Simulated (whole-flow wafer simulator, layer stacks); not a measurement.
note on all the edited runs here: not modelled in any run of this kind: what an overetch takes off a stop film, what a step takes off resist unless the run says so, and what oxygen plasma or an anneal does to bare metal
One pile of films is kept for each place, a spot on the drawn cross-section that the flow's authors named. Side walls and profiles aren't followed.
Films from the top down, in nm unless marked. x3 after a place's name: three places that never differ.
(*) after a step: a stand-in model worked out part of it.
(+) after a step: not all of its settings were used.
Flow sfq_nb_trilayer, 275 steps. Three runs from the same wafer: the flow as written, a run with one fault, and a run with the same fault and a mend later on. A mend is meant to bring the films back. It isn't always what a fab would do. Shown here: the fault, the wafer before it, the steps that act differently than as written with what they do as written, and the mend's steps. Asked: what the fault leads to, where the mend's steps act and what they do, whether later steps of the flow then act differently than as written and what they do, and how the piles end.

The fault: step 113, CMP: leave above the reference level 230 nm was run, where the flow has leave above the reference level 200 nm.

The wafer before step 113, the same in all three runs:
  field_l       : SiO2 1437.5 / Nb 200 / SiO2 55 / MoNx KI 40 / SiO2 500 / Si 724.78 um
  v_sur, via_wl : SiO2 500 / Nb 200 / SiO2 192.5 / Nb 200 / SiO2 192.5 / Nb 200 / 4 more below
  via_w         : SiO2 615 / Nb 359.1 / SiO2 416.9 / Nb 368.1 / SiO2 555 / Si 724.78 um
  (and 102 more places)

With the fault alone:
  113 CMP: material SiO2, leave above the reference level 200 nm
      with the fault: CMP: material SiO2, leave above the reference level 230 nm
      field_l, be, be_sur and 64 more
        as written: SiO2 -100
        with the fault: SiO2 -70
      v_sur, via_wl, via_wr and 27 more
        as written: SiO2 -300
        with the fault: SiO2 -270
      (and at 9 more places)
  Later steps of the flow that act differently than as written (5 more steps differ only slightly, by at most 2% or 0.5 nm, whichever is larger, and aren't shown):
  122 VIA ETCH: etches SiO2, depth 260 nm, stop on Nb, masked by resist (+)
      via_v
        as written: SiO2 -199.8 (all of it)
        with the fault: SiO2 -229.8 (all of it)
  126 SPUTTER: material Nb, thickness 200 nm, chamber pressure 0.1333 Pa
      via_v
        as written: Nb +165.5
        with the fault: Nb +159.1
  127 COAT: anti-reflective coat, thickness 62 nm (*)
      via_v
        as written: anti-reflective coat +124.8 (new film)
        with the fault: anti-reflective coat +131.2 (new film)
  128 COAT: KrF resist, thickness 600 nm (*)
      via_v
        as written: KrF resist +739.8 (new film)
        with the fault: KrF resist +764.7 (new film)
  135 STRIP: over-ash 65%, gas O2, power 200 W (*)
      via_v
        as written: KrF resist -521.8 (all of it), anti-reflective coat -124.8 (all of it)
        with the fault: KrF resist -546.7 (all of it), anti-reflective coat -131.2 (all of it)
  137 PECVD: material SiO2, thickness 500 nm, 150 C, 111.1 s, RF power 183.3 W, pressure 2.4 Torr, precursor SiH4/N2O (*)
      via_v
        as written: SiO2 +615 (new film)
        with the fault: SiO2 +651.5 (new film)
  At the end the piles differ from the flow's by more than 2% or 0.5 nm, whichever is larger, at v_sur, via_wl, via_w and 36 more.
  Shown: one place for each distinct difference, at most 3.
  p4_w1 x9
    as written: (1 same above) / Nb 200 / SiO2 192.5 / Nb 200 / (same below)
    with the fault: (1 same above) / Nb 200 / SiO2 222.5 / Nb 200 / (same below)
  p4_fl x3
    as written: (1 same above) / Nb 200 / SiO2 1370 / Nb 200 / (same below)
    with the fault: (1 same above) / Nb 200 / SiO2 1400 / Nb 200 / (same below)
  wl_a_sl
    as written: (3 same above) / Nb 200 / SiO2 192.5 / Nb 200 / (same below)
    with the fault: (3 same above) / Nb 200 / SiO2 222.5 / Nb 200 / (same below)

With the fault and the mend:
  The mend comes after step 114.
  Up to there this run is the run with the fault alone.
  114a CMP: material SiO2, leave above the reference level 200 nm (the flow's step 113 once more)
      field_l, v_sur, via_wl and 103 more
        SiO2 -30
  No later step of the flow acts differently than as written at any place that is followed.
  At the end the piles are the same as the flow's at every place that both follow.
